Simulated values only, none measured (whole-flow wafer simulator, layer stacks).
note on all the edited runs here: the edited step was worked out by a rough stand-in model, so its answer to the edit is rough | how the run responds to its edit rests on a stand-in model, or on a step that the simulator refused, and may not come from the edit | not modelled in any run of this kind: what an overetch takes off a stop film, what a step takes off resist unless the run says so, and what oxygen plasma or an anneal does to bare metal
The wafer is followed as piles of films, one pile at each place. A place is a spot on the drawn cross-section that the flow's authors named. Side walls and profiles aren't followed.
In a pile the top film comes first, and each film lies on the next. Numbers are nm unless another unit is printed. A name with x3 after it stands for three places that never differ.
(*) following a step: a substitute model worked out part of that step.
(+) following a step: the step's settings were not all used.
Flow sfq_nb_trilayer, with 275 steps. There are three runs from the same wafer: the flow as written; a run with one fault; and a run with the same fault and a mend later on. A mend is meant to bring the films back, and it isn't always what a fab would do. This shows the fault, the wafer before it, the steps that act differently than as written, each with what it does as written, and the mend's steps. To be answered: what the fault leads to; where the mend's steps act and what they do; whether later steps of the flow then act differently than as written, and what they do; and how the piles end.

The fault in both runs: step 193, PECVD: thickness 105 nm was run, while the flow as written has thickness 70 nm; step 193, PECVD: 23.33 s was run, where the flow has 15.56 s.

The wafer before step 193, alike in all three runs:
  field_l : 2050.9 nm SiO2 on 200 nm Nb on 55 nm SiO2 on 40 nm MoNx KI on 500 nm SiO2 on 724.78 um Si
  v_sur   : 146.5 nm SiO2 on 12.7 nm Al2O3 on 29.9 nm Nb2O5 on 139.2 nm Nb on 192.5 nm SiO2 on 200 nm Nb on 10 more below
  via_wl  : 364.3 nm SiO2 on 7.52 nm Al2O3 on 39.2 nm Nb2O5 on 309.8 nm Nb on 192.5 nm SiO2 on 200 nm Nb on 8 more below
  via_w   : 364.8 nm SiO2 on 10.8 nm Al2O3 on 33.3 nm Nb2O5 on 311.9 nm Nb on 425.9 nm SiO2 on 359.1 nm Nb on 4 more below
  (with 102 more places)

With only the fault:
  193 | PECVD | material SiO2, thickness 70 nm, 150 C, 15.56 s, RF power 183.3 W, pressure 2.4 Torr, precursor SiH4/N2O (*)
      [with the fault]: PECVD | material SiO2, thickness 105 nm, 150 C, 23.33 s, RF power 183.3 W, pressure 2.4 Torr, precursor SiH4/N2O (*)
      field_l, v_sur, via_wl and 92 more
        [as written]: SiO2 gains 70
        [with the fault]: SiO2 gains 105
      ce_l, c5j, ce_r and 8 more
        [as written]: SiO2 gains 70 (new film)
        [with the fault]: SiO2 gains 105 (new film)
  Steps later in the flow that act otherwise than as written (16 more steps, not shown, differ only slightly: by at most 2% or 0.5 nm, whichever is larger):
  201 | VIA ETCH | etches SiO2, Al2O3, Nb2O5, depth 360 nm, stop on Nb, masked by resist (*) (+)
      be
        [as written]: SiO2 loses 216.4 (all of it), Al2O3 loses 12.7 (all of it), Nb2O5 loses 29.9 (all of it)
        [with the fault]: SiO2 loses 251.4 (all of it), Al2O3 loses 12.7 (all of it), Nb2O5 loses 29.9 (all of it)
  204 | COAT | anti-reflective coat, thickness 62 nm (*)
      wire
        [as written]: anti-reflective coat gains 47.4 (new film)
        [with the fault]: anti-reflective coat gains 46.3 (new film)
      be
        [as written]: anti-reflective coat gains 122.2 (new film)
        [with the fault]: anti-reflective coat gains 127.4 (new film)
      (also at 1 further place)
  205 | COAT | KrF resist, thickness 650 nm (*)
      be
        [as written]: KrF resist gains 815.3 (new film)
        [with the fault]: KrF resist gains 840.3 (new film)
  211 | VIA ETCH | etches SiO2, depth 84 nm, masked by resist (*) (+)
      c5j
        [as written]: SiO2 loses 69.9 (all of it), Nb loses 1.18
        [with the fault]: SiO2 loses 84
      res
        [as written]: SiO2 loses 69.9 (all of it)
        [with the fault]: SiO2 loses 84
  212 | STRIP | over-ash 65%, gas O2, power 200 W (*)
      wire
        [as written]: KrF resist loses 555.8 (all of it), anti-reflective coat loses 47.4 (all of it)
        [with the fault]: KrF resist loses 553.8 (all of it), anti-reflective coat loses 46.3 (all of it)
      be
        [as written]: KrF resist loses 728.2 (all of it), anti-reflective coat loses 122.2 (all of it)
        [with the fault]: KrF resist loses 753.1 (all of it), anti-reflective coat loses 127.4 (all of it)
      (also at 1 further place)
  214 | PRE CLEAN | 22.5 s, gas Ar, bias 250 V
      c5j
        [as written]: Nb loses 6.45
        [with the fault]: SiO2 loses 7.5
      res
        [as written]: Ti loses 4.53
        [with the fault]: SiO2 loses 7.5
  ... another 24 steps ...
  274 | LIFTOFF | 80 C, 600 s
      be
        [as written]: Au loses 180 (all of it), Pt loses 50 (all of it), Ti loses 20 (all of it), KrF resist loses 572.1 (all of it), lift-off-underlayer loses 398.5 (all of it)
        [with the fault]: Au loses 180 (all of it), Pt loses 50 (all of it), Ti loses 20 (all of it), KrF resist loses 600.9 (all of it), lift-off-underlayer loses 592.9 (all of it)
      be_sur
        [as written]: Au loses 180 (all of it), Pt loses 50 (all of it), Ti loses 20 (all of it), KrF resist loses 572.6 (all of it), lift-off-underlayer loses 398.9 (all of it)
        [with the fault]: Au loses 180 (all of it), Pt loses 50 (all of it), Ti loses 20 (all of it), KrF resist loses 582.9 (all of it), lift-off-underlayer loses 376 (all of it)
  At v_sur, via_wl, via_w and 79 more, the piles at the end differ from the flow's by more than 2% or 0.5 nm, whichever is larger.
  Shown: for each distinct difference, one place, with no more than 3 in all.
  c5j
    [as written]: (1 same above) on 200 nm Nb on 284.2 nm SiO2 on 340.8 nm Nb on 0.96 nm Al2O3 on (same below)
    [with the fault]: (1 same above) on 200 nm Nb on 303.3 nm SiO2 on 183.3 nm Nb on 13.4 nm SiO2 on 160 nm Nb on 0.96 nm Al2O3 on (same below)
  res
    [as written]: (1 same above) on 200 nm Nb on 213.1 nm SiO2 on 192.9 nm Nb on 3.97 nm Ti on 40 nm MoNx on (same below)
    [with the fault]: (1 same above) on 200 nm Nb on 233.8 nm SiO2 on 189.4 nm Nb on 13.4 nm SiO2 on 8.5 nm Ti on 40 nm MoNx on (same below)
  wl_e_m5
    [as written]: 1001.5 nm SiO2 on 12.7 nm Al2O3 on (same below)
    [with the fault]: 1036.5 nm SiO2 on 12.7 nm Al2O3 on (same below)

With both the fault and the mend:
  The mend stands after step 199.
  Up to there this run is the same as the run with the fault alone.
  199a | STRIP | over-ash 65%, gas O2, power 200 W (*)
      p4_fl x3, p4_w1 x9, p4_g1 x2 and 33 more
        KrF resist loses 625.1 (all of it), anti-reflective coat loses 62 (all of it)
      wl_b_m5, wl_b_sr, wl_c_sl and 12 more
        KrF resist loses 625 (all of it), anti-reflective coat loses 62 (all of it)
      field_l, v_sur, via_wl, via_w
        KrF resist loses 625.7 (all of it), anti-reflective coat loses 62.2 (all of it)
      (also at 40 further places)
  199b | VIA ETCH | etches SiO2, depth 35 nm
      field_l, v_sur, via_wl and 103 more
        SiO2 loses 35
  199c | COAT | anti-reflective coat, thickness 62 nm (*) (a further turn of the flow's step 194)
      p4_fl x3, p4_w1 x9, p4_g1 x2 and 50 more
        anti-reflective coat gains 62 (new film)
      via_wr, via_sp, via_v, wire, lsp_r, l0_sur, l0v
        anti-reflective coat gains 62.3 (new film)
      field_l, v_sur, via_wl, via_w
        anti-reflective coat gains 62.2 (new film)
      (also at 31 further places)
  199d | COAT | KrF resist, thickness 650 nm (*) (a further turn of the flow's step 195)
      p4_fl x3, p4_w1 x9, p4_g1 x2 and 33 more
        KrF resist gains 650 (new film)
      wl_b_m5, wl_b_sr, wl_c_sl and 12 more
        KrF resist gains 649.9 (new film)
      field_l, v_sur, via_wl, via_w
        KrF resist gains 650.6 (new film)
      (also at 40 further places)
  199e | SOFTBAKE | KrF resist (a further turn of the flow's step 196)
      alters no film at any place that is followed
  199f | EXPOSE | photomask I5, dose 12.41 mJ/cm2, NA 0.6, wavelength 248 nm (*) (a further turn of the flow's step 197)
      alters no film at any place that is followed
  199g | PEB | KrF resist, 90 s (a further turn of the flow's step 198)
      field_l, v_sur, via_wl and 87 more
        KrF resist loses 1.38
      jj_sur, ce_l, sp_r, moat, field_r, wl_jj
        KrF resist loses 1.39
      be_r, r_sur, res, r_end
        KrF resist loses 1.33
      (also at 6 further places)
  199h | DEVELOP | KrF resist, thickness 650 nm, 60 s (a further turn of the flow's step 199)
      field_l, v_sur, via_wl and 102 more
        KrF resist loses 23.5
      be
        KrF resist loses 649.8 (all of it)
  Every later step of the flow that is run acts as written, at every place that is followed, to within 2% or 0.5 nm, whichever is larger.
  The piles end the same as the flow's at every place that both follow.
